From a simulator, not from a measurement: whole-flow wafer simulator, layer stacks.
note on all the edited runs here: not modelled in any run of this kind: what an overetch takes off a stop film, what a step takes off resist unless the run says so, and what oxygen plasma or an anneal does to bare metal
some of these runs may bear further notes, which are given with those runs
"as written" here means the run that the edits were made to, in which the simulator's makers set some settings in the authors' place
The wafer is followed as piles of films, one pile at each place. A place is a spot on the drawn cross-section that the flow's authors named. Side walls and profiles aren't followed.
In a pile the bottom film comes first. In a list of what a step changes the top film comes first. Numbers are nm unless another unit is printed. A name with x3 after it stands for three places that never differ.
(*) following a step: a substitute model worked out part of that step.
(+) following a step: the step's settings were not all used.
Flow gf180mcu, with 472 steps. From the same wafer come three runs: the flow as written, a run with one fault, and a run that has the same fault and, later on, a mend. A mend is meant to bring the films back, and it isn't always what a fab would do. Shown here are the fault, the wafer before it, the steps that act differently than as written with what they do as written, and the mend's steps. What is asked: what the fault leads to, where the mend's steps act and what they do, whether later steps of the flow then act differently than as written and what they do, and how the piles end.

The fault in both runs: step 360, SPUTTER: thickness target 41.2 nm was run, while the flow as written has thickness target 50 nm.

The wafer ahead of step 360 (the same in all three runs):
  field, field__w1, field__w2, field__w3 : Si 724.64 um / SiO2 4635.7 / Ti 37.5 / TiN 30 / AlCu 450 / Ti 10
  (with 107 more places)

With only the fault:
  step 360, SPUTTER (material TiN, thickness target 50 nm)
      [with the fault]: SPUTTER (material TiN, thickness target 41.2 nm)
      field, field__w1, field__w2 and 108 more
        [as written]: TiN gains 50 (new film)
        [with the fault]: TiN gains 41.2 (new film)
  Later steps of the flow acting differently than as written (5 other steps are not shown; they differ only slightly, by no more than 2% or 0.5 nm, whichever is larger):
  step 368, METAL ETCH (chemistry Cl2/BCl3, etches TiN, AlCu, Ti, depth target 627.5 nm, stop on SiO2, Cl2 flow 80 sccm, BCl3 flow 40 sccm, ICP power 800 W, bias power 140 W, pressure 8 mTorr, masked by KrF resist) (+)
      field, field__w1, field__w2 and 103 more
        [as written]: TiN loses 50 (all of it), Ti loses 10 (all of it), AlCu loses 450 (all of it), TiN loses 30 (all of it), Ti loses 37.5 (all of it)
        [with the fault]: TiN loses 41.2 (all of it), Ti loses 10 (all of it), AlCu loses 450 (all of it), TiN loses 30 (all of it), Ti loses 37.5 (all of it)
  By the end, the piles at field__w8, contact, m1, m1__w1, m1_nw depart from the flow's by more than 2% or 0.5 nm, whichever is larger.
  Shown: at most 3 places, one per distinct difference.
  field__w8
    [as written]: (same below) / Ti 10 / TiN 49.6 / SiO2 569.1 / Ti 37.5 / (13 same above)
    [with the fault]: (same below) / Ti 10 / TiN 40.8 / SiO2 577.9 / Ti 37.5 / (13 same above)
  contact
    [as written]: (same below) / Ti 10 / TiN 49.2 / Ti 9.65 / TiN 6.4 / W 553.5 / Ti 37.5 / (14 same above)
    [with the fault]: (same below) / Ti 10 / TiN 40.4 / Ti 9.6 / TiN 6.37 / W 562.4 / Ti 37.5 / (14 same above)

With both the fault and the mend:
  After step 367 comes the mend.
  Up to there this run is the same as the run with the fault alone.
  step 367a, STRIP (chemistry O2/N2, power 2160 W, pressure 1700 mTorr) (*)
      field__w8, contact, m1, m1__w1, m1_nw
        KrF resist loses 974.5 (all of it)
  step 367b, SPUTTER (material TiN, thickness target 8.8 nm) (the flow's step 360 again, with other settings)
      field, field__w1, field__w2 and 108 more
        TiN gains 8.8
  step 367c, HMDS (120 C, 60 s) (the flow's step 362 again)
      does not change any film at any place that is followed
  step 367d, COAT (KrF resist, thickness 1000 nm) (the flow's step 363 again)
      field, field__w1, field__w2 and 108 more
        KrF resist gains 1000 (new film)
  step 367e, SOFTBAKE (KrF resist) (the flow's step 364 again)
      does not change any film at any place that is followed
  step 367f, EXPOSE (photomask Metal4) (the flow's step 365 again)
      does not change any film at any place that is followed
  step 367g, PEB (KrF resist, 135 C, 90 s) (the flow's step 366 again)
      field, field__w1, field__w2 and 108 more
        KrF resist loses 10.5
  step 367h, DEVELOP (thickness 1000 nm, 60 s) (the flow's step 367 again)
      field, field__w1, field__w2 and 103 more
        KrF resist loses 989.5 (all of it)
      field__w8, contact, m1, m1__w1, m1_nw
        KrF resist loses 14.9
  Every later step of the flow that is run acts as written at every place that is followed.
  By the end, the piles equal the flow's at every place that both follow.
